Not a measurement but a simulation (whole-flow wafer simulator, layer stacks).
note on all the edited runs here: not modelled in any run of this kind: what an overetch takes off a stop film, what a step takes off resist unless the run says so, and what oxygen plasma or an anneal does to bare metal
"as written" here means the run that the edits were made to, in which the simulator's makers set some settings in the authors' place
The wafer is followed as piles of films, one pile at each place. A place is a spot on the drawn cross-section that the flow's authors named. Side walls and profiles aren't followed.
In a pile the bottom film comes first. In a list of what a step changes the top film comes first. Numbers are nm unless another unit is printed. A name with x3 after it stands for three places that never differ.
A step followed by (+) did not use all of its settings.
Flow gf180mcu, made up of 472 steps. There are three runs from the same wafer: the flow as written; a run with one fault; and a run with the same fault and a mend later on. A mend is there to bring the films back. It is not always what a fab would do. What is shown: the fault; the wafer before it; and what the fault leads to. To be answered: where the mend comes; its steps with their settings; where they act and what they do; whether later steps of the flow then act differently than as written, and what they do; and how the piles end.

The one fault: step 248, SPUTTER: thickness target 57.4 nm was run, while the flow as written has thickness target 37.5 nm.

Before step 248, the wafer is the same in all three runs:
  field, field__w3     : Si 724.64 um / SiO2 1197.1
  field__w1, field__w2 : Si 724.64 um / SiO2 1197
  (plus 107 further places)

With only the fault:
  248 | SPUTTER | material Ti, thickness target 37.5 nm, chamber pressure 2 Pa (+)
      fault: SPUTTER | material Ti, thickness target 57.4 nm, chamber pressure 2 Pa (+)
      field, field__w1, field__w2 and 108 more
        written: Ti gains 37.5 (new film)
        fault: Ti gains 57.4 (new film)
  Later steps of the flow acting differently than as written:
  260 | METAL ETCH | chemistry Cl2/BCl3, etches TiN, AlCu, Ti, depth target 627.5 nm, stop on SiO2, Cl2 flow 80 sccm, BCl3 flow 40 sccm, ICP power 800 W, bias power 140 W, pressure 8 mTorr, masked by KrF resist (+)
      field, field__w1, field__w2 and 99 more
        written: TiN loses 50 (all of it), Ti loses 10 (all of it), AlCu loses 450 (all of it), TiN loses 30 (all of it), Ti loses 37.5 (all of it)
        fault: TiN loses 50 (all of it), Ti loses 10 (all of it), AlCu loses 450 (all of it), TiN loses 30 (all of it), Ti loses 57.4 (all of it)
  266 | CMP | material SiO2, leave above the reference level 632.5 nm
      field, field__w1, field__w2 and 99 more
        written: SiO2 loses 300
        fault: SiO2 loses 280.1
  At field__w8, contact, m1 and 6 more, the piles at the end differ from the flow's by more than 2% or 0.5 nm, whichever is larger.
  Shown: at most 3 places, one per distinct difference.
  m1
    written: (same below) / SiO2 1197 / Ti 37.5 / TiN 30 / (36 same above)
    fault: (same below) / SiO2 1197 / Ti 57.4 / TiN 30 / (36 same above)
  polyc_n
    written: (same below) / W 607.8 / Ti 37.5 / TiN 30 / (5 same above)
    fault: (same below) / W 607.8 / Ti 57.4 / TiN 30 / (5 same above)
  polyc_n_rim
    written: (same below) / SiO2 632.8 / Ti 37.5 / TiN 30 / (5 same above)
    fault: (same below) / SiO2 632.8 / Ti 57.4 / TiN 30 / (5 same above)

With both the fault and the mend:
  The mend stands after step 248.
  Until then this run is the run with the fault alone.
  248a | METAL ETCH | chemistry Cl2/BCl3, etches TiN, AlCu, Ti, depth target 19.9 nm, Cl2 flow 80 sccm, BCl3 flow 40 sccm, ICP power 800 W, bias power 140 W, pressure 8 mTorr
      field, field__w1, field__w2 and 108 more
        Ti loses 19.9
  Every later step of the flow that is run acts as written at every place that is followed.
  The piles end the same as the flow's at every place that both follow.
